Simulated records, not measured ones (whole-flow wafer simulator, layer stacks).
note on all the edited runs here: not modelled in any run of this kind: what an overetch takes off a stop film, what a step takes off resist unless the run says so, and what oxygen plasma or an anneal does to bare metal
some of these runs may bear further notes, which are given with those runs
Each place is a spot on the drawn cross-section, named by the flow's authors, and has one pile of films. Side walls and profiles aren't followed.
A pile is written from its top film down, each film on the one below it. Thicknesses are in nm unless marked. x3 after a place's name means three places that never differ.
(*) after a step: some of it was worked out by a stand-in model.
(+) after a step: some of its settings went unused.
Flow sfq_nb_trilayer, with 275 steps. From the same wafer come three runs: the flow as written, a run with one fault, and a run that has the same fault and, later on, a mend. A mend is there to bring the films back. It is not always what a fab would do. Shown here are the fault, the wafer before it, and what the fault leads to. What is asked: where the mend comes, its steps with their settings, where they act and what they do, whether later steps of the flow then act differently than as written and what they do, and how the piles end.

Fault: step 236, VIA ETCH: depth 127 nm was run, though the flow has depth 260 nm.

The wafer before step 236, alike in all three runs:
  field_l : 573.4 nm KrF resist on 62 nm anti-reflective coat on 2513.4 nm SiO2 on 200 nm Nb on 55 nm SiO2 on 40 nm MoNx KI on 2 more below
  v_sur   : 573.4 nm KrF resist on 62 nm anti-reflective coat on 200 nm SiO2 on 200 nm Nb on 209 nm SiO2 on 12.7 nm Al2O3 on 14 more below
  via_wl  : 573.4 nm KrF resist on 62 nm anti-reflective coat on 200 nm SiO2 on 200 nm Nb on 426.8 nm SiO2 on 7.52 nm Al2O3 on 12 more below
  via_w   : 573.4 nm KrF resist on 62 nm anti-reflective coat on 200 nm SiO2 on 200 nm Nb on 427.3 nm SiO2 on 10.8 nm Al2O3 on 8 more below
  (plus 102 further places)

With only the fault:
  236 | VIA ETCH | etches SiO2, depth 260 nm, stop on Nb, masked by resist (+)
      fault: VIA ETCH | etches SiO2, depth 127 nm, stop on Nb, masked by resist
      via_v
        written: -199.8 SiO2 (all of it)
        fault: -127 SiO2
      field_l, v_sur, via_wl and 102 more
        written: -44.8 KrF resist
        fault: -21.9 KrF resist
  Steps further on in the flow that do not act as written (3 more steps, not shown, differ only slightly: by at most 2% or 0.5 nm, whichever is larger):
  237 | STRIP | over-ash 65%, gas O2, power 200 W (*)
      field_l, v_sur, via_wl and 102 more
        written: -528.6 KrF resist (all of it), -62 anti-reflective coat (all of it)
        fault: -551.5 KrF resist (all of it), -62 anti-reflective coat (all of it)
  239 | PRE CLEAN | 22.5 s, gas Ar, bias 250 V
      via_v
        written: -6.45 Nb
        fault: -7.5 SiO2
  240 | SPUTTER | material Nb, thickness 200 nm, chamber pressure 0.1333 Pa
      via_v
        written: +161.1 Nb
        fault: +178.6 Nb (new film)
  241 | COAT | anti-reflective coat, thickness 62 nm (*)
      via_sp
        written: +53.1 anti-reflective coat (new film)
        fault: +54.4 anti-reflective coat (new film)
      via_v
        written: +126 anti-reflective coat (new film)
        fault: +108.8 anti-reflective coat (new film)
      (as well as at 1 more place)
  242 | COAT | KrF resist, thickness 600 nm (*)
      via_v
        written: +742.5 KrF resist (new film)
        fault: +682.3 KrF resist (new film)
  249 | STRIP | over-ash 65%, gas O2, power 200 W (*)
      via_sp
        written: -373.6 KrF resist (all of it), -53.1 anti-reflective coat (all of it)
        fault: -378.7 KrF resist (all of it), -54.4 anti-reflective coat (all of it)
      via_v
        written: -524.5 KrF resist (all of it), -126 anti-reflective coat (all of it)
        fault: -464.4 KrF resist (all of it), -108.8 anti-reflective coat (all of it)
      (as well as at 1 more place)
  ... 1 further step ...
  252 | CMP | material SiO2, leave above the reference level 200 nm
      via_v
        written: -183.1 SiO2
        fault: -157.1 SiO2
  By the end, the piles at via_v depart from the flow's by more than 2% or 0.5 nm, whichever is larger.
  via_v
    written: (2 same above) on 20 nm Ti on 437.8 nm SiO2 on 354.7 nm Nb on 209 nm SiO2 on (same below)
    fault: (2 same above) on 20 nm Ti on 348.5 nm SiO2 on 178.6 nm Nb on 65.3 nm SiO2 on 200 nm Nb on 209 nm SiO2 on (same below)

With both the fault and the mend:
  The mend stands after step 236.
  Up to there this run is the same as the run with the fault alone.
  236a | VIA ETCH | etches SiO2, depth 133 nm, stop on Nb, masked by resist (+) (a further turn of the flow's step 236, with different settings)
      field_l, v_sur, via_wl and 102 more
        -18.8 KrF resist
      via_v
        -72.8 SiO2 (all of it)
  Every later step of the flow that is run acts as written, at every place that is followed, to within 2% or 0.5 nm, whichever is larger.
  By the end, the piles equal the flow's at every place that both follow.
